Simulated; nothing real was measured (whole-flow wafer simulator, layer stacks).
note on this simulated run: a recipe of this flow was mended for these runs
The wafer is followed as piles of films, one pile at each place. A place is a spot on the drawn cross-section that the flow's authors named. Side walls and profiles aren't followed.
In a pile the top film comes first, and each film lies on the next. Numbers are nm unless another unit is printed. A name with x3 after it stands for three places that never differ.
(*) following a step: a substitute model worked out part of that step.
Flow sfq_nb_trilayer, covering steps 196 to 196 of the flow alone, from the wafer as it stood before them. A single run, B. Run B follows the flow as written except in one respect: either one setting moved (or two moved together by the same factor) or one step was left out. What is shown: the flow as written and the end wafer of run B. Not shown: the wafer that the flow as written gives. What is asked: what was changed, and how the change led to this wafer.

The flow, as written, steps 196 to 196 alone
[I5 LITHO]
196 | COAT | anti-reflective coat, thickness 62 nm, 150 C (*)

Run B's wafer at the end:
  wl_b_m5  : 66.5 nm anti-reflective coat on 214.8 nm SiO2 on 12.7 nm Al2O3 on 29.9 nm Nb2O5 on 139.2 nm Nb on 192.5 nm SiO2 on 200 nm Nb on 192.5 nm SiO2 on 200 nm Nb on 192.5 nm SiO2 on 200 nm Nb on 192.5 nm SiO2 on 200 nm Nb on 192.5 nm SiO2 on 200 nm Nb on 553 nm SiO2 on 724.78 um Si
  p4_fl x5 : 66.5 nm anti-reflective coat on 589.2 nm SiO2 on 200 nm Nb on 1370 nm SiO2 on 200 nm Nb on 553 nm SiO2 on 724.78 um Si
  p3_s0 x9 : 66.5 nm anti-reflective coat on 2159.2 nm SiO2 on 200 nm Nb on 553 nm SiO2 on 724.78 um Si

What caused this: step 196, COAT: thickness 66.5 nm was run, while the flow as written has thickness 62 nm.
The wafer itself shows it: wl_b_m5 has anti-reflective coat 66.5, and step 196 as written asks for 62 nm.

The path from the change to this, step by step:
  196 | COAT | anti-reflective coat, thickness 62 nm, 150 C (*)
      p4_fl x5, p4_w1 x9, p3_s0 x9 and 42 more: +66.5 anti-reflective coat (new film) (in the flow as written it would be: +62 anti-reflective coat (new film))
      via_wl, via_w, via_wr, via_sp, via_v, l0_sur, l0v: +66.8 anti-reflective coat (new film) (in the flow as written it would be: +62.3 anti-reflective coat (new film))
      (also at 34 further places)
